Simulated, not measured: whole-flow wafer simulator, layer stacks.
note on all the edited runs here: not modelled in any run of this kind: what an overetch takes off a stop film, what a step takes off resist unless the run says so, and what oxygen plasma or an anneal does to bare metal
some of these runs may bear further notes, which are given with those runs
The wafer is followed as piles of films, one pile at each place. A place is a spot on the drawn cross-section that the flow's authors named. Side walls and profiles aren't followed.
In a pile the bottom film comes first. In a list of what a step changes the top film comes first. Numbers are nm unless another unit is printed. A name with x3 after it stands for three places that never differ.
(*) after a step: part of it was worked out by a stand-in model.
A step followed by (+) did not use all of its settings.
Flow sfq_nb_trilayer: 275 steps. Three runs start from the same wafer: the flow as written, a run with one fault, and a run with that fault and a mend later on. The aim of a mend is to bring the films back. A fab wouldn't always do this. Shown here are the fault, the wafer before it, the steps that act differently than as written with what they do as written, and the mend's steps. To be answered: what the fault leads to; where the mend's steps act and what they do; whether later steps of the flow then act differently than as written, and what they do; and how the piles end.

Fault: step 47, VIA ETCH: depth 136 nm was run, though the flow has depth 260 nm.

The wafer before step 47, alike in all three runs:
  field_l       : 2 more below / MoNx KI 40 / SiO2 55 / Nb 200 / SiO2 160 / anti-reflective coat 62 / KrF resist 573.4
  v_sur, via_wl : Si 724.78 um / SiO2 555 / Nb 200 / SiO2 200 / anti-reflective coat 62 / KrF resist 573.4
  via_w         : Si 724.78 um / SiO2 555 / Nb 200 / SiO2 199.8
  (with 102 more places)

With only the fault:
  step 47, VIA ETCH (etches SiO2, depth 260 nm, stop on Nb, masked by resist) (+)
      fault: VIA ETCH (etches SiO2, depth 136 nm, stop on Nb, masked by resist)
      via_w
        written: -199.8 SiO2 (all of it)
        fault: -136 SiO2
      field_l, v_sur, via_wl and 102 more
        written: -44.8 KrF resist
        fault: -23.4 KrF resist
  Steps further on in the flow that do not act as written (not shown: 3 more steps that differ only slightly, by at most 2% or 0.5 nm, whichever is larger):
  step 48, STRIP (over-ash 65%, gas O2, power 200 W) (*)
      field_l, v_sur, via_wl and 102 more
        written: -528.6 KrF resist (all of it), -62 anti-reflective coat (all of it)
        fault: -550 KrF resist (all of it), -62 anti-reflective coat (all of it)
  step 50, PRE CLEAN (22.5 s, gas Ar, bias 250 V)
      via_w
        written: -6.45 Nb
        fault: -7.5 SiO2
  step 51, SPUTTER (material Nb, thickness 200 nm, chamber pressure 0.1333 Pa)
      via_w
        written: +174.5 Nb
        fault: +187.2 Nb (new film)
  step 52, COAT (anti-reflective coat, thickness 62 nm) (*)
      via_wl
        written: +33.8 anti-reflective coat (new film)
        fault: +36.3 anti-reflective coat (new film)
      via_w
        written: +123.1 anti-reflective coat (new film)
        fault: +108.8 anti-reflective coat (new film)
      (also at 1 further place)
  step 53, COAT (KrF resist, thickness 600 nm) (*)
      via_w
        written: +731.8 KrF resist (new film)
        fault: +680.6 KrF resist (new film)
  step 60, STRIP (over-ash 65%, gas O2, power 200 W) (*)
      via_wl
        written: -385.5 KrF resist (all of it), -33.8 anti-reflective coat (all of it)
        fault: -390.8 KrF resist (all of it), -36.3 anti-reflective coat (all of it)
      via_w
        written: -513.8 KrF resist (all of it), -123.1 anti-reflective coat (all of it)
        fault: -462.8 KrF resist (all of it), -108.8 anti-reflective coat (all of it)
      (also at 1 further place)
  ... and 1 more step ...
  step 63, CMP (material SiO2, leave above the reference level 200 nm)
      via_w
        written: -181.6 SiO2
        fault: -157.1 SiO2
  The piles end different from the flow's at via_w by more than 2% or 0.5 nm, whichever is larger.
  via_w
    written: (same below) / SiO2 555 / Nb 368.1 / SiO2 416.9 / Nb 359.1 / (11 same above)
    fault: (same below) / SiO2 555 / Nb 200 / SiO2 56.3 / Nb 187.2 / SiO2 341.5 / Nb 359.1 / (11 same above)

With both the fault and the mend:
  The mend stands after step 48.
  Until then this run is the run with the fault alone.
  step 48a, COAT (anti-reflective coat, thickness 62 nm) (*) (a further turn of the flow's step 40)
      p4_fl x3, p4_w1 x9, p4_g1 x2 and 63 more
        +62 anti-reflective coat (new film)
      jj_sur, ce_l, c5j and 7 more
        +61.8 anti-reflective coat (new film)
      field_r, lsp_l, ln_m5, lsp_m, ln_m6, lsp_r, l0_sur, l0v
        +61.9 anti-reflective coat (new film)
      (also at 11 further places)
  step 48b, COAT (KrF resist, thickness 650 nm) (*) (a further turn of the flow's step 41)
      p4_fl x3, p4_w1 x9, p4_g1 x2 and 63 more
        +650 KrF resist (new film)
      r_sur, res, r_end, moat, field_r, lsp_l, l0_sur, l0v
        +649.6 KrF resist (new film)
      ln_m5, lsp_m, ln_m6, lsp_r
        +649.7 KrF resist (new film)
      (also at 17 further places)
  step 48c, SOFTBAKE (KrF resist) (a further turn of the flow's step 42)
      leaves every film unchanged at each place that is followed
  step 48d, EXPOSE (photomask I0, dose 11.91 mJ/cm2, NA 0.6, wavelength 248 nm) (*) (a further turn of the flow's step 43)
      leaves every film unchanged at each place that is followed
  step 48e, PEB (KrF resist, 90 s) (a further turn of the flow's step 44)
      be_sur, gap, jj_sur and 94 more
        -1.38 KrF resist
      field_l, via_v, wire, be
        -1.37 KrF resist
      v_sur, via_sp
        -1.36 KrF resist
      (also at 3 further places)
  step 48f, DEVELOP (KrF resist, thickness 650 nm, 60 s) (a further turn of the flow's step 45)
      field_l, v_sur, via_wl and 102 more
        -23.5 KrF resist
      via_w
        -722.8 KrF resist (all of it)
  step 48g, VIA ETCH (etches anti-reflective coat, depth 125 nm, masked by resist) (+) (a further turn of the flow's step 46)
      field_l, v_sur, via_wl and 102 more
        -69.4 KrF resist
      via_w
        -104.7 anti-reflective coat (all of it), -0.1 SiO2
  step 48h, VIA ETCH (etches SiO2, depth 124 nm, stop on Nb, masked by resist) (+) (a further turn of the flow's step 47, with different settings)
      field_l, v_sur, via_wl and 102 more
        -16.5 KrF resist
      via_w
        -63.7 SiO2 (all of it)
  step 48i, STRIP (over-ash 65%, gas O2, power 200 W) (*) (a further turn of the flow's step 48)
      p4_fl x3, p4_w1 x9, p4_g1 x2 and 63 more
        -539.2 KrF resist (all of it), -62 anti-reflective coat (all of it)
      field_r, lsp_l, ln_m5, lsp_m, ln_m6, lsp_r, l0_sur, l0v
        -538.8 KrF resist (all of it), -61.9 anti-reflective coat (all of it)
      ce_l, c5j, ce_r
        -538.6 KrF resist (all of it), -61.8 anti-reflective coat (all of it)
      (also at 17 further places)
  Later steps of the flow that are run all act as written at every place that is followed, up to a difference of at most 2% or 0.5 nm, whichever is larger.
  The piles end only slightly different from the flow's at the places that both follow, by no more than 2% or 0.5 nm, whichever is larger.
